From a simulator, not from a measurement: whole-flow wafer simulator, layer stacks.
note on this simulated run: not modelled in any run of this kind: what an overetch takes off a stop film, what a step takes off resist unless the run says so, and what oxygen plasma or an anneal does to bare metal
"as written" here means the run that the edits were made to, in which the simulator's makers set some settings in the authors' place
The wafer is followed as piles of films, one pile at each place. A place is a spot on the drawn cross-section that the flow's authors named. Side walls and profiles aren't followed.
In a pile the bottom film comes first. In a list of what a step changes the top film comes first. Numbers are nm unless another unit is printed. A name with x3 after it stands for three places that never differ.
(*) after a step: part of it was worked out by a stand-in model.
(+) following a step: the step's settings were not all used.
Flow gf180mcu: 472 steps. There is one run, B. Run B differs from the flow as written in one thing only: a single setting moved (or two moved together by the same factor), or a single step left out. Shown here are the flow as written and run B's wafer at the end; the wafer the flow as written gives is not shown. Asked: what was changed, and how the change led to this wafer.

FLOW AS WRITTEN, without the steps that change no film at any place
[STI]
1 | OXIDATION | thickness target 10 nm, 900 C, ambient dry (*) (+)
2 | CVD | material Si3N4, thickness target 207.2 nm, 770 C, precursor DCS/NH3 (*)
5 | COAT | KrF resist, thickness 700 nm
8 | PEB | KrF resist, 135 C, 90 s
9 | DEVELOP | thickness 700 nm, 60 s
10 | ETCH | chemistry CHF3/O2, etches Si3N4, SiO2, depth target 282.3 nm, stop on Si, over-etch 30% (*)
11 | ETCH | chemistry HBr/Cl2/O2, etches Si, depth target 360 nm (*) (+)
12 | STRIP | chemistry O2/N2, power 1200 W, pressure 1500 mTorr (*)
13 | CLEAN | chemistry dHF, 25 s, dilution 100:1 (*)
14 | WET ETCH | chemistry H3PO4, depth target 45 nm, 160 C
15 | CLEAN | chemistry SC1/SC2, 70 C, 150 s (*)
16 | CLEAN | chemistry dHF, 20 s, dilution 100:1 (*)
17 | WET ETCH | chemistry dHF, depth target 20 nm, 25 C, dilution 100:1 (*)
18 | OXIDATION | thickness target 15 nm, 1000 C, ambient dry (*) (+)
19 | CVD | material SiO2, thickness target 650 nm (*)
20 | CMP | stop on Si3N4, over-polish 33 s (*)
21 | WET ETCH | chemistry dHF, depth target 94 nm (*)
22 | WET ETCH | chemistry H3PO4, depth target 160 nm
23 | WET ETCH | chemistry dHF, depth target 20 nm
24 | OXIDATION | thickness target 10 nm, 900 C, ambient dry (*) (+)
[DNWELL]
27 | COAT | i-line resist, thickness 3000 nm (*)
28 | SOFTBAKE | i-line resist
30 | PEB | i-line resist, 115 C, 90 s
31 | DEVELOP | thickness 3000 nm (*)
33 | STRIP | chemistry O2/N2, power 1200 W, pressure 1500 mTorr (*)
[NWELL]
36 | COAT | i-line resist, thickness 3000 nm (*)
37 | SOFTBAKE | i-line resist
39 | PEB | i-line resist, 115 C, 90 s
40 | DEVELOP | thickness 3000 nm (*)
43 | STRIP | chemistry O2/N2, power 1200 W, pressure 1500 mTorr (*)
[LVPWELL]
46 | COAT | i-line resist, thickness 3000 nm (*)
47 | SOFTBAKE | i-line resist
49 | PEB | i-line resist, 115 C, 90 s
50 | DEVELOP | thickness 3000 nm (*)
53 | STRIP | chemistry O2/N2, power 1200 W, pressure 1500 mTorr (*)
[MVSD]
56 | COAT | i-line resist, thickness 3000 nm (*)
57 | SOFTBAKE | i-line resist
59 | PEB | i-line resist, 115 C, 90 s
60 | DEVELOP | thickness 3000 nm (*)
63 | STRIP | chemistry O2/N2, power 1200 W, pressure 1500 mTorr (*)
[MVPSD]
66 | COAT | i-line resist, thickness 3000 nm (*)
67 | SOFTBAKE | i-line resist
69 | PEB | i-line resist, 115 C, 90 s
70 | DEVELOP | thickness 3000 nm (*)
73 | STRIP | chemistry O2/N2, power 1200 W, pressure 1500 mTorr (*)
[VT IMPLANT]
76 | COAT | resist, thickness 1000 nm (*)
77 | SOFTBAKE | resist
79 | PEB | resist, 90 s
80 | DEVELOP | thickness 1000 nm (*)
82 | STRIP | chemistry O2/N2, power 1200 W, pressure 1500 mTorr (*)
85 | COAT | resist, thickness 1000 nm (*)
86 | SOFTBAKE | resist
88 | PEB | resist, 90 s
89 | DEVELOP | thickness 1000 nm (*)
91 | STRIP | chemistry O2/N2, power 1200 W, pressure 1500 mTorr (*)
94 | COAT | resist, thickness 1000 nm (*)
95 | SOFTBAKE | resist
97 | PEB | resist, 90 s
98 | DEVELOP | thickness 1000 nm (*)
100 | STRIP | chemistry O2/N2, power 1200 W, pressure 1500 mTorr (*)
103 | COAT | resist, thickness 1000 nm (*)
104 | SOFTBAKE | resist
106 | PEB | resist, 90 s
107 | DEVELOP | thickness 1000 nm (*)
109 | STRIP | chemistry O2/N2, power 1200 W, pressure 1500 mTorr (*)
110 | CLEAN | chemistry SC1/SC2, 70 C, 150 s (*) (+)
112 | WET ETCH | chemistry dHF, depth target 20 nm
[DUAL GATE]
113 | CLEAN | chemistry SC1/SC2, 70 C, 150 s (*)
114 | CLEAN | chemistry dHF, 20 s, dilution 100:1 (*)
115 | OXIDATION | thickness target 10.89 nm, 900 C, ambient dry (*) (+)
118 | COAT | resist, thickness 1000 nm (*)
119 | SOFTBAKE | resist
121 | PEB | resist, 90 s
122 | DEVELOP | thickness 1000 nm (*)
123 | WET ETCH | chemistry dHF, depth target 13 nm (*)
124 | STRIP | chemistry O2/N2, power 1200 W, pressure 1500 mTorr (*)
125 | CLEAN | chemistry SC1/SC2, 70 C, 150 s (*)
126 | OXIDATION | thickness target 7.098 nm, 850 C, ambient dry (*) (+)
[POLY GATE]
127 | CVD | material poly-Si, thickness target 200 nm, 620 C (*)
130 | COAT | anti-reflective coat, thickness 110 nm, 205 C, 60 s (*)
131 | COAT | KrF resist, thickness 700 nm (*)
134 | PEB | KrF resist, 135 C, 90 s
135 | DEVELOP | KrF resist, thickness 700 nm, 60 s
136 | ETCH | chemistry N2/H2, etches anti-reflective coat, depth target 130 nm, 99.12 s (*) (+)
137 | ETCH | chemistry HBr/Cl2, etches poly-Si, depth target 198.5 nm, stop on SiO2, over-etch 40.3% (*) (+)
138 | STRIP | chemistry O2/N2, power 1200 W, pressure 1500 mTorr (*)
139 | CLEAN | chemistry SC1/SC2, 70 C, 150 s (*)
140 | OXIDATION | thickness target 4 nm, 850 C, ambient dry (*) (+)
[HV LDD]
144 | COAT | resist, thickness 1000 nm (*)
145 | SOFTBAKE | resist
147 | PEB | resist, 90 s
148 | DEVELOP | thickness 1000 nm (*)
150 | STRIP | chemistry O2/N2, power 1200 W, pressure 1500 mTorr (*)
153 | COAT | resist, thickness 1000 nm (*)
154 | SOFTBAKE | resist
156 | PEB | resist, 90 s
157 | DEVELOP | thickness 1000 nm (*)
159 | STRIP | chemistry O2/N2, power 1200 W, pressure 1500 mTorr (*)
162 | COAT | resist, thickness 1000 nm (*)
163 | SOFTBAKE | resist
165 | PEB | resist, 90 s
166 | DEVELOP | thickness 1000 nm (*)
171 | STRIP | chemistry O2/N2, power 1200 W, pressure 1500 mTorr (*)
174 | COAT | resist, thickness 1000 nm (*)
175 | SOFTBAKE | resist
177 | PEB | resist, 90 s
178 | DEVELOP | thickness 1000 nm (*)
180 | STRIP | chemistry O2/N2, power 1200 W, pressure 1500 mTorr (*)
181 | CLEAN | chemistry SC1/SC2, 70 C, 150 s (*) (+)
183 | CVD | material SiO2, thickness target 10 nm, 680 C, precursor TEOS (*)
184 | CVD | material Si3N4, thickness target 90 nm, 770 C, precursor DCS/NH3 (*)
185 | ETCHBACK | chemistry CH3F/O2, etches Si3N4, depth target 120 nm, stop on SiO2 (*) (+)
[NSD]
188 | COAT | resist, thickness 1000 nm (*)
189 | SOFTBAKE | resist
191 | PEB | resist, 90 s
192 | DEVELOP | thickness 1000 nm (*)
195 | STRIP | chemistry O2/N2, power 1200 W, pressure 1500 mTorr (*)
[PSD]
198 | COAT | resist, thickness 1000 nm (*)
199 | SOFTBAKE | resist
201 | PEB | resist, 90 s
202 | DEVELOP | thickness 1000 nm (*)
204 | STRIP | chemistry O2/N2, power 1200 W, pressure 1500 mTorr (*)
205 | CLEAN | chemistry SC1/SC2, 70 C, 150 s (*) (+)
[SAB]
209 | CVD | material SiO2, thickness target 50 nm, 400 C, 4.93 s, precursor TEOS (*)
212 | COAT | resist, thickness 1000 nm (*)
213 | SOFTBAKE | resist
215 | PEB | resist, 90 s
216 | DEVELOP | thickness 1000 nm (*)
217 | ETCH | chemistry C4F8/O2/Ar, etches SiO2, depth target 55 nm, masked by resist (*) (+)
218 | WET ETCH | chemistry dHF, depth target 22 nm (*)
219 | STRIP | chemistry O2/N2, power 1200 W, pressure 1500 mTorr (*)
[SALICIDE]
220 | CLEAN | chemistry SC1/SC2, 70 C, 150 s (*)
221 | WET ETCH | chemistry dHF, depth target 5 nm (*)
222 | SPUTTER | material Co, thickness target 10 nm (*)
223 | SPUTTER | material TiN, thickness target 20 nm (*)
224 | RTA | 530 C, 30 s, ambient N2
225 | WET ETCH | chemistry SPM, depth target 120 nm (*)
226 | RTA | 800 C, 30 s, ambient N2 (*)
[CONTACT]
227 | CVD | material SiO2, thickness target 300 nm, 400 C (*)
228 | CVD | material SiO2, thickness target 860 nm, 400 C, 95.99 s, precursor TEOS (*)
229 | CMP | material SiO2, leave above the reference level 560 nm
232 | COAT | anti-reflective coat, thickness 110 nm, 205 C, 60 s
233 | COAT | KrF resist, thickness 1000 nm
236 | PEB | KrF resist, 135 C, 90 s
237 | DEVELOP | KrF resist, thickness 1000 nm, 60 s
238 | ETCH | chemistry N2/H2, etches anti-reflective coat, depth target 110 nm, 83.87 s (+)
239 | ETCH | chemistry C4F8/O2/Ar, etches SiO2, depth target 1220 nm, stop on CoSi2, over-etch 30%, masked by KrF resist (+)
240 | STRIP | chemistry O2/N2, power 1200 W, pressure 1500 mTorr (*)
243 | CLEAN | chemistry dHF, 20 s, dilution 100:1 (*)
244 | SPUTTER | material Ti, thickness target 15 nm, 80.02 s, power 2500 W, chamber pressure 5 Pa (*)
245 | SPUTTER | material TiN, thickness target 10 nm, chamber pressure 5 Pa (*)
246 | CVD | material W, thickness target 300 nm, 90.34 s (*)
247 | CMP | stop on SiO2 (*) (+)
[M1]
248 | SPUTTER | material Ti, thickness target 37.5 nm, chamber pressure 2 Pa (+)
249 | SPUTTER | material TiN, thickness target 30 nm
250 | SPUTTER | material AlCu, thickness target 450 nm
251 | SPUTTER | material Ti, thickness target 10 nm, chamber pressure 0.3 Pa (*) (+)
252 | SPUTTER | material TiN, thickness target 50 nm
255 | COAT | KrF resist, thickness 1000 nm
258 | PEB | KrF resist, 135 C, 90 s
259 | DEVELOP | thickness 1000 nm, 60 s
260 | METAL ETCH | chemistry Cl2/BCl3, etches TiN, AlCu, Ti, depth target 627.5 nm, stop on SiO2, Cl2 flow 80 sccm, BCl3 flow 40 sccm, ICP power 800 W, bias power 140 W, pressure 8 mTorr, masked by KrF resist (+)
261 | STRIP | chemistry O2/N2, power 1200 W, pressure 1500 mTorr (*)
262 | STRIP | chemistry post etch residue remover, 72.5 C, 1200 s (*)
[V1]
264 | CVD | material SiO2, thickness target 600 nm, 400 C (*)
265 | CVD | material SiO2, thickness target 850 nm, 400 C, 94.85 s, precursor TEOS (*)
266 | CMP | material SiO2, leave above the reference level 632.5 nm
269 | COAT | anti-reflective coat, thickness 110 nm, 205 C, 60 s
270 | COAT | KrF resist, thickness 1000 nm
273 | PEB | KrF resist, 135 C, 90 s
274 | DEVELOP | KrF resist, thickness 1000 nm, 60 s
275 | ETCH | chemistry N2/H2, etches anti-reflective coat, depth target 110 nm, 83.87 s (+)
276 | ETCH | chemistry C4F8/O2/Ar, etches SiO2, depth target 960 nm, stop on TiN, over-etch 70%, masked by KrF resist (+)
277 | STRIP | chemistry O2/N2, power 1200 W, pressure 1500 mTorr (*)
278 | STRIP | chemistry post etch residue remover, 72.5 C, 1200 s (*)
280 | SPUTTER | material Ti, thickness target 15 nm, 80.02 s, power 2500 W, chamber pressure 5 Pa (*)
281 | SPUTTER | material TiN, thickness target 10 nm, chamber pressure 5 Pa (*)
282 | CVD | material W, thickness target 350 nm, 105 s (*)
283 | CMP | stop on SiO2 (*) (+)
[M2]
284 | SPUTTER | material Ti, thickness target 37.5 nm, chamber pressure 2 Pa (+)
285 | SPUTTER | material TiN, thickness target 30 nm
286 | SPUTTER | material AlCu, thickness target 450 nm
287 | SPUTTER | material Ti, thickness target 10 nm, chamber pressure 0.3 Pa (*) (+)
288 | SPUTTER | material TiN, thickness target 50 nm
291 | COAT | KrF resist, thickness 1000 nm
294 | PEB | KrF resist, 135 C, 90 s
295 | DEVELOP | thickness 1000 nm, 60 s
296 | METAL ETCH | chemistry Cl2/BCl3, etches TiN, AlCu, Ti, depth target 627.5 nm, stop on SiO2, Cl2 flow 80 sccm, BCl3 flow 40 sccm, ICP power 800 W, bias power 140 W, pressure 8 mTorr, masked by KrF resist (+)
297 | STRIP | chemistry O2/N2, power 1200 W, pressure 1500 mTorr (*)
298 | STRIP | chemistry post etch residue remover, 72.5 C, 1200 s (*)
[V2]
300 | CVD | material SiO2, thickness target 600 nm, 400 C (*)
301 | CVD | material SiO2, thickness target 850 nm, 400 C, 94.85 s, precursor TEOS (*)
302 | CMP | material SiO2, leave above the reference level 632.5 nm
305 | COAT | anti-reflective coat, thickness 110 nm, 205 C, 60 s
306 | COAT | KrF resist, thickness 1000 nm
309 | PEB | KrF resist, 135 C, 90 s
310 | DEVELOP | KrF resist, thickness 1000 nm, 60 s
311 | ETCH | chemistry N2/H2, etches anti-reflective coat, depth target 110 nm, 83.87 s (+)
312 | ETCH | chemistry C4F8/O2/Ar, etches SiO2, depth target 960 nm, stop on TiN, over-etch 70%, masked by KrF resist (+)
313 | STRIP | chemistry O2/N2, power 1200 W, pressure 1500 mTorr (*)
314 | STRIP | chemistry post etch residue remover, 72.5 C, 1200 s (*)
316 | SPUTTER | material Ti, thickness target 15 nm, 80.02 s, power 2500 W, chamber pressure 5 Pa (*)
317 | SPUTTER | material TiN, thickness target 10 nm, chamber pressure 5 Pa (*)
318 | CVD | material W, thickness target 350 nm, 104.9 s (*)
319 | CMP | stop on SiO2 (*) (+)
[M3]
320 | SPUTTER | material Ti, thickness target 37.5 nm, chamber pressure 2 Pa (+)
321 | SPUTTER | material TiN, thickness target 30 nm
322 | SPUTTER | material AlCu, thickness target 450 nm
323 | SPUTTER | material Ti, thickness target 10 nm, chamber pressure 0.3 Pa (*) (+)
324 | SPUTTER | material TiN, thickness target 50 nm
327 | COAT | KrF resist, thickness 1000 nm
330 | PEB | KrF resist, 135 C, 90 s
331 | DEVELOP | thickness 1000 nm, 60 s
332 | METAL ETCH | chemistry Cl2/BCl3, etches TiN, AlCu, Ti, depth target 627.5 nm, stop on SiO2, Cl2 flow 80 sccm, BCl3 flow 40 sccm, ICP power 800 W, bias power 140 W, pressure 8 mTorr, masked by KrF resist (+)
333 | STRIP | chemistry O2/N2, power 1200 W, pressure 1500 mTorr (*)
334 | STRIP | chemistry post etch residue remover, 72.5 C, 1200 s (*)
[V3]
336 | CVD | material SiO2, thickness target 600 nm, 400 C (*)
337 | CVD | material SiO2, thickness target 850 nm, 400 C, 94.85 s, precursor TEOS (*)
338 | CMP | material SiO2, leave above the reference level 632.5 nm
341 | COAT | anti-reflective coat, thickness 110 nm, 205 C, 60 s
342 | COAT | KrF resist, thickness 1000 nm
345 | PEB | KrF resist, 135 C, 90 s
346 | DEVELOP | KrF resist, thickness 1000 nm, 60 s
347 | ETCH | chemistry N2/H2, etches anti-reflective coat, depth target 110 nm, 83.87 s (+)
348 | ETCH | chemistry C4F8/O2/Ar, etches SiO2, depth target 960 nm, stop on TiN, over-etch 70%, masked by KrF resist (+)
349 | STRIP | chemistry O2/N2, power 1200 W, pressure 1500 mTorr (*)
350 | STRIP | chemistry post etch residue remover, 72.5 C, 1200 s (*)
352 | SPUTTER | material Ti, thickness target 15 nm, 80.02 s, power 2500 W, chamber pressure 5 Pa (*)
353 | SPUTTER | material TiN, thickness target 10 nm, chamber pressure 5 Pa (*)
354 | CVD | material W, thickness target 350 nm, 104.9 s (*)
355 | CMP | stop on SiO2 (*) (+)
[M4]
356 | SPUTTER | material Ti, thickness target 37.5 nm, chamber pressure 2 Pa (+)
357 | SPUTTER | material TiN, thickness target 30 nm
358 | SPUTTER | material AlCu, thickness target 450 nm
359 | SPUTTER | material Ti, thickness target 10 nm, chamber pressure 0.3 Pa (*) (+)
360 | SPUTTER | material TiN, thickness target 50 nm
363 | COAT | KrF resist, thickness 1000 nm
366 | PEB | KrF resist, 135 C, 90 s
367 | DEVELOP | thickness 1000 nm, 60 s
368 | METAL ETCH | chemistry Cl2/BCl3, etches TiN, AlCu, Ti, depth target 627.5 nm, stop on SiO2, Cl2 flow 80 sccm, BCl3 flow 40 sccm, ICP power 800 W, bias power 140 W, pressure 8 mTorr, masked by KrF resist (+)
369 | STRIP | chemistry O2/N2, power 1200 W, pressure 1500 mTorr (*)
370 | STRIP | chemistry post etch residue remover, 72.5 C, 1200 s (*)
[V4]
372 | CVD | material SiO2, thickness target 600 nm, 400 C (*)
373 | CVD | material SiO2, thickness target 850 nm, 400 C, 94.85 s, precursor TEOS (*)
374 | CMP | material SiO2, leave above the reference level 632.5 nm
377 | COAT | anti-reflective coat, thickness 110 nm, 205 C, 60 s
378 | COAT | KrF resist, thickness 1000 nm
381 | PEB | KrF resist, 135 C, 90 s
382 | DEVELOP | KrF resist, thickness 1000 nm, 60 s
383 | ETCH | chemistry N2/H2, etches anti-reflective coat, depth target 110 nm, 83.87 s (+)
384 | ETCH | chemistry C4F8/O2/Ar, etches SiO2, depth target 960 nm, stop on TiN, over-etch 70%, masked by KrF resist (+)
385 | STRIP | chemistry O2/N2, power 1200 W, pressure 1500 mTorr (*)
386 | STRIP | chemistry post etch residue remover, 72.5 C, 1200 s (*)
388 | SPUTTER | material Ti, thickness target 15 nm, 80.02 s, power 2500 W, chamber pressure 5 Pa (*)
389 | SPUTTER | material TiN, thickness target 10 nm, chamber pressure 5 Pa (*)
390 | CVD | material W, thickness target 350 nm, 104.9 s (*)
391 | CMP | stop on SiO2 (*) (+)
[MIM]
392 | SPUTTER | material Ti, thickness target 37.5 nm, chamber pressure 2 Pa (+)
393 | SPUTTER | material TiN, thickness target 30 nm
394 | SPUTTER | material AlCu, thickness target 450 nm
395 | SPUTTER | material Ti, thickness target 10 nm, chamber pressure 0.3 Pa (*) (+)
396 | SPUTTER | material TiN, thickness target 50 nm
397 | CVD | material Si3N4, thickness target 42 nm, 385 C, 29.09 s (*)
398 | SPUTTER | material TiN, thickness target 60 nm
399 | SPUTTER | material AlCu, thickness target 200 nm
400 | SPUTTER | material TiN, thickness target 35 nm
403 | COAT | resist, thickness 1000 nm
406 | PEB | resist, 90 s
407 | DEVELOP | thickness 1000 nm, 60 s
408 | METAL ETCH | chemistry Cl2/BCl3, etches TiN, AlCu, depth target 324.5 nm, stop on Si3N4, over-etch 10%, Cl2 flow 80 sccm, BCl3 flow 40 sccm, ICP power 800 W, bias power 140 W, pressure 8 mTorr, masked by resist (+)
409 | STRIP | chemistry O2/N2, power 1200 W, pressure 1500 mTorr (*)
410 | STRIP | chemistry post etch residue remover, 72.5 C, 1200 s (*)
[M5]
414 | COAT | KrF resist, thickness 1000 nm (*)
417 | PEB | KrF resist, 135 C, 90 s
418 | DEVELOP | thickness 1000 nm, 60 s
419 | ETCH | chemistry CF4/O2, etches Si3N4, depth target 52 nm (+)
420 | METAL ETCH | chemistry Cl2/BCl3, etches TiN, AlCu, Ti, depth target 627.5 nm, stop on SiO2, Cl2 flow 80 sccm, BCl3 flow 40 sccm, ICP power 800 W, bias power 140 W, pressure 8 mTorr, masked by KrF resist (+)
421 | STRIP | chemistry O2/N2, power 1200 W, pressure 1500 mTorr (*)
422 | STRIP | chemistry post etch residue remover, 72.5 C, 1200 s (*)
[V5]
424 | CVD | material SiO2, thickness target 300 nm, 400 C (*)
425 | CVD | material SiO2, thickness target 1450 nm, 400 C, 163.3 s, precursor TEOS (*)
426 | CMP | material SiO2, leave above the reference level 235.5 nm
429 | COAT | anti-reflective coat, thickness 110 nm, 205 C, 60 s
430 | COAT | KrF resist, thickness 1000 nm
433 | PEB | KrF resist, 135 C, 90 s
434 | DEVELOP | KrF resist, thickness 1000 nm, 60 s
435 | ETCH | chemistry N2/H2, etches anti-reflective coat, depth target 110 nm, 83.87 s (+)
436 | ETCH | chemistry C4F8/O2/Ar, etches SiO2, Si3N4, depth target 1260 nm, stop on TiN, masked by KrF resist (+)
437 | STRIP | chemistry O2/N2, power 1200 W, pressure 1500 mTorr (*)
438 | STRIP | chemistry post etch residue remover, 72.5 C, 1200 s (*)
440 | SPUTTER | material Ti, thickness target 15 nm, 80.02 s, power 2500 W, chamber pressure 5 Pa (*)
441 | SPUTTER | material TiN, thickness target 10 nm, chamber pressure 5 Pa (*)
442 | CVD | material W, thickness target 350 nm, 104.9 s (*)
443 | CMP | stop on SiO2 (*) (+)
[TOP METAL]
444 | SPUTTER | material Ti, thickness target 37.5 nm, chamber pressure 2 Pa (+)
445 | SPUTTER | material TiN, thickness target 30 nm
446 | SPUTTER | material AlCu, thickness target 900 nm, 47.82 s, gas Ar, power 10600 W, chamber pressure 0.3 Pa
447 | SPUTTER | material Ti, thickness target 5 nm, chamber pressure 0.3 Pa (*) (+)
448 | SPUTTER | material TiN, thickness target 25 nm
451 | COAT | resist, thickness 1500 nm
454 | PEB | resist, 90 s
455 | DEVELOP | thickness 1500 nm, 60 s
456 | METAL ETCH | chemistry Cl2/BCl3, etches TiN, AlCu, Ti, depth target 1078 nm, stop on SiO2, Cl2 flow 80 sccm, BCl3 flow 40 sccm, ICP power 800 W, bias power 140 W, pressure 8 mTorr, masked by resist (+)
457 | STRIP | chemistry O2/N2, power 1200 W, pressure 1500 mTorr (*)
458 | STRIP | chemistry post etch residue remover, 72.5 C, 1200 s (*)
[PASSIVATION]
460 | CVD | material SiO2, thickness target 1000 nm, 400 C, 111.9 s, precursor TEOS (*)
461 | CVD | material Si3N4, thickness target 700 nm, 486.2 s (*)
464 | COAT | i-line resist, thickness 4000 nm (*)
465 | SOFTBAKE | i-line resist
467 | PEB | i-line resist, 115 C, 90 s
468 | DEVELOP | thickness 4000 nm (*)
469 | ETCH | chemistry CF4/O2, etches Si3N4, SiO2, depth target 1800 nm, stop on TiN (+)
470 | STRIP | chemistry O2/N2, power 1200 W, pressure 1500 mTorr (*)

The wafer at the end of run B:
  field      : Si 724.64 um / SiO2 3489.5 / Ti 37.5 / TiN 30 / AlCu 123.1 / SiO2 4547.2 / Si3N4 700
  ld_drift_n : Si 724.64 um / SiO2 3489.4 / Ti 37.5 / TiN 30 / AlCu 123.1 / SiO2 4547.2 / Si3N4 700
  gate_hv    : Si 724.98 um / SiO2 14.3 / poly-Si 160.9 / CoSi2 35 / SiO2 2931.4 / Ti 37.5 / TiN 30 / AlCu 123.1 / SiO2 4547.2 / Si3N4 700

Cause: step 332, METAL ETCH: depth target 381.2 nm was run, though the flow has depth target 627.5 nm.

How this came from the change, step by step:
  332 | METAL ETCH | chemistry Cl2/BCl3, etches TiN, AlCu, Ti, depth target 627.5 nm, stop on SiO2, Cl2 flow 80 sccm, BCl3 flow 40 sccm, ICP power 800 W, bias power 140 W, pressure 8 mTorr, masked by KrF resist (+)
      field, field__w1, field__w2 and 103 more: -50 TiN (all of it), -10 Ti (all of it), -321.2 AlCu (it would be, as written: -50 TiN (all of it), -10 Ti (all of it), -450 AlCu (all of it), -30 TiN (all of it), -37.5 Ti (all of it))
      field__w8, contact, m1, m1__w1, m1_nw: -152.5 KrF resist (it would be, as written: -251 KrF resist)
  333 | STRIP | chemistry O2/N2, power 1200 W, pressure 1500 mTorr (*)
      field__w8, contact, m1, m1__w1, m1_nw: -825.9 KrF resist (all of it) (it would be, as written: -727.4 KrF resist (all of it))
  334 | STRIP | chemistry post etch residue remover, 72.5 C, 1200 s (*)
      field, field__w1, field__w2 and 103 more: -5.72 AlCu (it would be, as written: nothing)
  336 | CVD | material SiO2, thickness target 600 nm, 400 C (*)
      field, field__w1, field__w2 and 103 more: +600 SiO2 (new film) (it would be, as written: +600 SiO2)
  338 | CMP | material SiO2, leave above the reference level 632.5 nm
      field, field__w1, field__w2 and 103 more: -490.6 SiO2 (it would be, as written: -300 SiO2)
If metal films that touch count as one body, field has 1 body; the flow as written gives 0 bodies.
If metal films that touch count as one body, ld_drift_n has 1 body; the flow as written gives 0 bodies.
If metal films that touch count as one body, gate_hv has 2 bodies (between them, from the top down: SiO2 2931.4); the flow as written gives 1 body.
